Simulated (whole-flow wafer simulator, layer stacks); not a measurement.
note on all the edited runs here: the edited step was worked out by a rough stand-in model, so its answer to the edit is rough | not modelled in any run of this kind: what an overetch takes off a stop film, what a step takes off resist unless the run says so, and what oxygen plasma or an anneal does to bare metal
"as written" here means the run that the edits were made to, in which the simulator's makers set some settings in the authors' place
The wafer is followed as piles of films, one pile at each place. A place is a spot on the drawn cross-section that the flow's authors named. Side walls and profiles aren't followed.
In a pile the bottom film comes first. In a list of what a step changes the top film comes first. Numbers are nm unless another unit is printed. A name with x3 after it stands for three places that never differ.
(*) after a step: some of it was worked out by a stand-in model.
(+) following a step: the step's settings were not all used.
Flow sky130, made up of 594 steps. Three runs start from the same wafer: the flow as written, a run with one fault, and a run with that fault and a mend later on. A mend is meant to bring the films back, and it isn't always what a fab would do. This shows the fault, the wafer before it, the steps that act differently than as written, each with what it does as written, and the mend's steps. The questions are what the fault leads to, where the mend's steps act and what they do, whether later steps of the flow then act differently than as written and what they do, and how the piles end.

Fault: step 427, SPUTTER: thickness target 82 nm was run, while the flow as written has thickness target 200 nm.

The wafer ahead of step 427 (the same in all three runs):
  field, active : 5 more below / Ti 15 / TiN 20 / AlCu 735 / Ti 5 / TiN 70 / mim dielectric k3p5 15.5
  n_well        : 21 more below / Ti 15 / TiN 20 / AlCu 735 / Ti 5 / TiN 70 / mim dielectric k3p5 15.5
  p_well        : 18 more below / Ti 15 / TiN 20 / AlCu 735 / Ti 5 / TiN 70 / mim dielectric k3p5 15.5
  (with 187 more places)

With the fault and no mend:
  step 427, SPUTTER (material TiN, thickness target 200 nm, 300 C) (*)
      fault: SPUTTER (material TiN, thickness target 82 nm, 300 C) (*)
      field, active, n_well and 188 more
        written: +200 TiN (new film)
        fault: +82 TiN (new film)
  Steps further on in the flow that do not act as written (2 more steps, not shown, differ only slightly: by at most 2% or 0.5 nm, whichever is larger):
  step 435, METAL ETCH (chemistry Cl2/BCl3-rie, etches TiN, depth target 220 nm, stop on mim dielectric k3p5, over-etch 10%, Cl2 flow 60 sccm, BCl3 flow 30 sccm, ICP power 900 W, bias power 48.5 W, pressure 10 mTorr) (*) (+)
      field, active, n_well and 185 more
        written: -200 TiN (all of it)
        fault: -82 TiN (all of it)
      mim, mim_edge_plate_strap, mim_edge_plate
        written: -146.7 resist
        fault: -60.1 resist
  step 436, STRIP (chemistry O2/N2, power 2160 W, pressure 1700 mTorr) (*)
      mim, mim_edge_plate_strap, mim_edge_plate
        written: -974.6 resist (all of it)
        fault: -1061.1 resist (all of it)
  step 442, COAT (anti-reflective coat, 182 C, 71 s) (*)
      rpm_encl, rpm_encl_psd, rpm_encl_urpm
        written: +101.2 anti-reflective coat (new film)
        fault: +96.4 anti-reflective coat (new film)
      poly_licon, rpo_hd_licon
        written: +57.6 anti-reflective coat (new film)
        fault: +82.8 anti-reflective coat (new film)
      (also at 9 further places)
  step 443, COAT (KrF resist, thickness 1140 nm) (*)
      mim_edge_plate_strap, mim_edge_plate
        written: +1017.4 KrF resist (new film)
        fault: +1135.4 KrF resist (new film)
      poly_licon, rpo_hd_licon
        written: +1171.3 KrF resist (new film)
        fault: +1142.2 KrF resist (new film)
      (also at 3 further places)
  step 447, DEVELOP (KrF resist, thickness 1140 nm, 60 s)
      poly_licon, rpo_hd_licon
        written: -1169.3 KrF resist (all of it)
        fault: -1140.3 KrF resist (all of it)
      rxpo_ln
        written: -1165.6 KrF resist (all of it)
        fault: -1136.1 KrF resist (all of it)
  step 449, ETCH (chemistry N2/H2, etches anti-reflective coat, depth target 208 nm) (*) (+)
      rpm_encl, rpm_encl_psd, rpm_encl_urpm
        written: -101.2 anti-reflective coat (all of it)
        fault: -96.4 anti-reflective coat (all of it)
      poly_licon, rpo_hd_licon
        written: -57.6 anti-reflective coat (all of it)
        fault: -82.8 anti-reflective coat (all of it)
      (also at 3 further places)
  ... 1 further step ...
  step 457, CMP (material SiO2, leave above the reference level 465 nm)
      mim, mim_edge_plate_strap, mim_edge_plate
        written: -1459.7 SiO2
        fault: -1341.7 SiO2
  By the end, the piles at mim, mim_edge_plate_strap, mim_edge_plate depart from the flow's by more than 2% or 0.5 nm, whichever is larger.
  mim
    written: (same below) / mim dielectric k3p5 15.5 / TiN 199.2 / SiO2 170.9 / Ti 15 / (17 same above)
    fault: (same below) / mim dielectric k3p5 15.5 / TiN 81.2 / SiO2 288.9 / Ti 15 / (17 same above)
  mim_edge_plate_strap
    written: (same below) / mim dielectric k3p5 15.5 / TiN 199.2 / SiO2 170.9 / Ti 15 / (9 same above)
    fault: (same below) / mim dielectric k3p5 15.5 / TiN 81.2 / SiO2 288.9 / Ti 15 / (9 same above)
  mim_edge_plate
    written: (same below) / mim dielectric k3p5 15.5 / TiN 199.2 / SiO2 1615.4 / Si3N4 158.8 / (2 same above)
    fault: (same below) / mim dielectric k3p5 15.5 / TiN 81.2 / SiO2 1733.4 / Si3N4 158.8 / (2 same above)

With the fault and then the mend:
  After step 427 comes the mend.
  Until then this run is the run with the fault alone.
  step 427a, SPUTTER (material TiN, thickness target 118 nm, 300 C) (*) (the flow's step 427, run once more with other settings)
      field, active, n_well and 188 more
        +118 TiN
  None of the later steps of the flow acts differently than as written at any place that is followed.
  At every place that both follow, the piles at the end match the flow's.
